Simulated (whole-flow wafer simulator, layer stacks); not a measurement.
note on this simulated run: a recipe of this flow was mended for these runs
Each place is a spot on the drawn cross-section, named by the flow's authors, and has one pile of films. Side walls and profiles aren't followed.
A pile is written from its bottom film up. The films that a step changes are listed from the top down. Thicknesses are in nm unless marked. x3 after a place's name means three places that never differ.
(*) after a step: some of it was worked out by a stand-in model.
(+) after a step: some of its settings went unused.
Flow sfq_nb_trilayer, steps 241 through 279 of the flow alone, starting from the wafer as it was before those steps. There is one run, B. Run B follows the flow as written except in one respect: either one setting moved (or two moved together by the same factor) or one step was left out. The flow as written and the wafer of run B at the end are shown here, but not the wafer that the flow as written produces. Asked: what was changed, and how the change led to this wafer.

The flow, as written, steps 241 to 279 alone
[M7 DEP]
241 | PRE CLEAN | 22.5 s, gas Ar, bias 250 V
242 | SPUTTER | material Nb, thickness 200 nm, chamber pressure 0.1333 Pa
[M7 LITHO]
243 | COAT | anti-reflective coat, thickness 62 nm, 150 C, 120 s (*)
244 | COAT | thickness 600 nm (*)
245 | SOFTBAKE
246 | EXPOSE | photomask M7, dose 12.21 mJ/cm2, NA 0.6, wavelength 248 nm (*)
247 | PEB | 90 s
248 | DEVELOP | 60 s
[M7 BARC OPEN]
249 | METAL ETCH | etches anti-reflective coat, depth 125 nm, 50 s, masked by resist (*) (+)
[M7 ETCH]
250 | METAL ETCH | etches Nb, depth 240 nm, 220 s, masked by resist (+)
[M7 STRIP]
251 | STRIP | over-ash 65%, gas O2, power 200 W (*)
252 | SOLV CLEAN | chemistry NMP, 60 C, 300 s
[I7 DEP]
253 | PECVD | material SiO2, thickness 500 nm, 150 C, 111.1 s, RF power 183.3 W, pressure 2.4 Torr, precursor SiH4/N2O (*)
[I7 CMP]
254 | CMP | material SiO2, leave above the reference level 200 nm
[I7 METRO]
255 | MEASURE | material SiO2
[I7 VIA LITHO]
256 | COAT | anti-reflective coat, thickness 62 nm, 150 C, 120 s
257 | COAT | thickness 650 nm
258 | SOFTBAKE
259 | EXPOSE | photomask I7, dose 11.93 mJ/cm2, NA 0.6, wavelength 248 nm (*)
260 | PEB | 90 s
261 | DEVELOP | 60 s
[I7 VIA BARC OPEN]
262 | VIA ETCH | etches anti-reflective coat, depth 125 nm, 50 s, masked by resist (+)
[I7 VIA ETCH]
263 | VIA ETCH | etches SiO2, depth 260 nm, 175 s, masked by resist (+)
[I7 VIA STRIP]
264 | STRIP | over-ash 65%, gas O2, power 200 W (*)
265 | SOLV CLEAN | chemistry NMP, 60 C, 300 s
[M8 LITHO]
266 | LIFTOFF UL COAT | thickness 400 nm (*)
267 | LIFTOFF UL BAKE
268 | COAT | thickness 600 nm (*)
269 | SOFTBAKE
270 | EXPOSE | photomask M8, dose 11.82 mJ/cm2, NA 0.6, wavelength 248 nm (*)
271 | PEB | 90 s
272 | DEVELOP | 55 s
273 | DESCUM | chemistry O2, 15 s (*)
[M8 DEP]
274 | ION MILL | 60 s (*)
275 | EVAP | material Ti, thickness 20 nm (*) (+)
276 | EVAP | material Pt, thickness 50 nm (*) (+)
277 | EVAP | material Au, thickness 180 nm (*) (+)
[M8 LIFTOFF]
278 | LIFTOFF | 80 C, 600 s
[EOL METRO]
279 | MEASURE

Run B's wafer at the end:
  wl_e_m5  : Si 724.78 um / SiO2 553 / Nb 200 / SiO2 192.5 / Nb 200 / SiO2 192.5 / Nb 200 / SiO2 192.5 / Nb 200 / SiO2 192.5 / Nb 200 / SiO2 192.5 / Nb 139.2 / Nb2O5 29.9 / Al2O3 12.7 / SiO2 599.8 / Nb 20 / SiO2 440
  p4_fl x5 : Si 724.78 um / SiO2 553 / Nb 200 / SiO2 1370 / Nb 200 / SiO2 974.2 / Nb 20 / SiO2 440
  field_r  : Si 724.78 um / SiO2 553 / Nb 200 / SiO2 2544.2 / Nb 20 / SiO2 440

What caused this: step 242, SPUTTER: thickness 260 nm was run, whereas the flow has thickness 200 nm.

Step by step, how the change led to this:
  242 | SPUTTER | material Nb, thickness 200 nm, chamber pressure 0.1333 Pa
      field_l, v_sur, via_wl and 102 more: Nb gains 260 (new film) (it would be, as written: Nb gains 200 (new film))
      via_v: Nb gains 208.1 (it would be, as written: Nb gains 159.9)
  250 | METAL ETCH | etches Nb, depth 240 nm, 220 s, masked by resist (+)
      field_l, field_r, lsp_l and 62 more: Nb loses 240 (it would be, as written: Nb loses 200 (all of it), SiO2 loses 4)
  253 | PECVD | material SiO2, thickness 500 nm, 150 C, 111.1 s, RF power 183.3 W, pressure 2.4 Torr, precursor SiH4/N2O (*)
      field_l, p4_fl x5, p4_w1 x9 and 44 more: SiO2 gains 500 (new film) (it would be, as written: SiO2 gains 500)
      field_r, lsp_l: SiO2 gains 473.2 (new film) (it would be, as written: SiO2 gains 477.2)
      (and at 5 other places as well)
  254 | CMP | material SiO2, leave above the reference level 200 nm
      field_l, p4_fl x5, p4_w1 x9 and 44 more: SiO2 loses 60 (it would be, as written: SiO2 loses 96)
      field_r, lsp_l: SiO2 loses 33.2 (it would be, as written: SiO2 loses 73.2)
      (and at 3 other places as well)
With metal films that touch counted as one body, wl_e_m5 has 7 bodies (between them, from the top down: SiO2 599.8 / Al2O3 12.7 / Nb2O5 29.9; SiO2 192.5; SiO2 192.5; SiO2 192.5; SiO2 192.5; SiO2 192.5); the flow as written gives 6 bodies (between them, from the top down: SiO2 192.5; SiO2 192.5; SiO2 192.5; SiO2 192.5; SiO2 192.5).
With metal films that touch counted as one body, p4_fl x5 has 3 bodies (between them, from the top down: SiO2 974.2; SiO2 1370); the flow as written gives 2 bodies (between them, from the top down: SiO2 1370).
With metal films that touch counted as one body, field_r has 2 bodies (between them, from the top down: SiO2 2544.2); the flow as written gives 1 body.
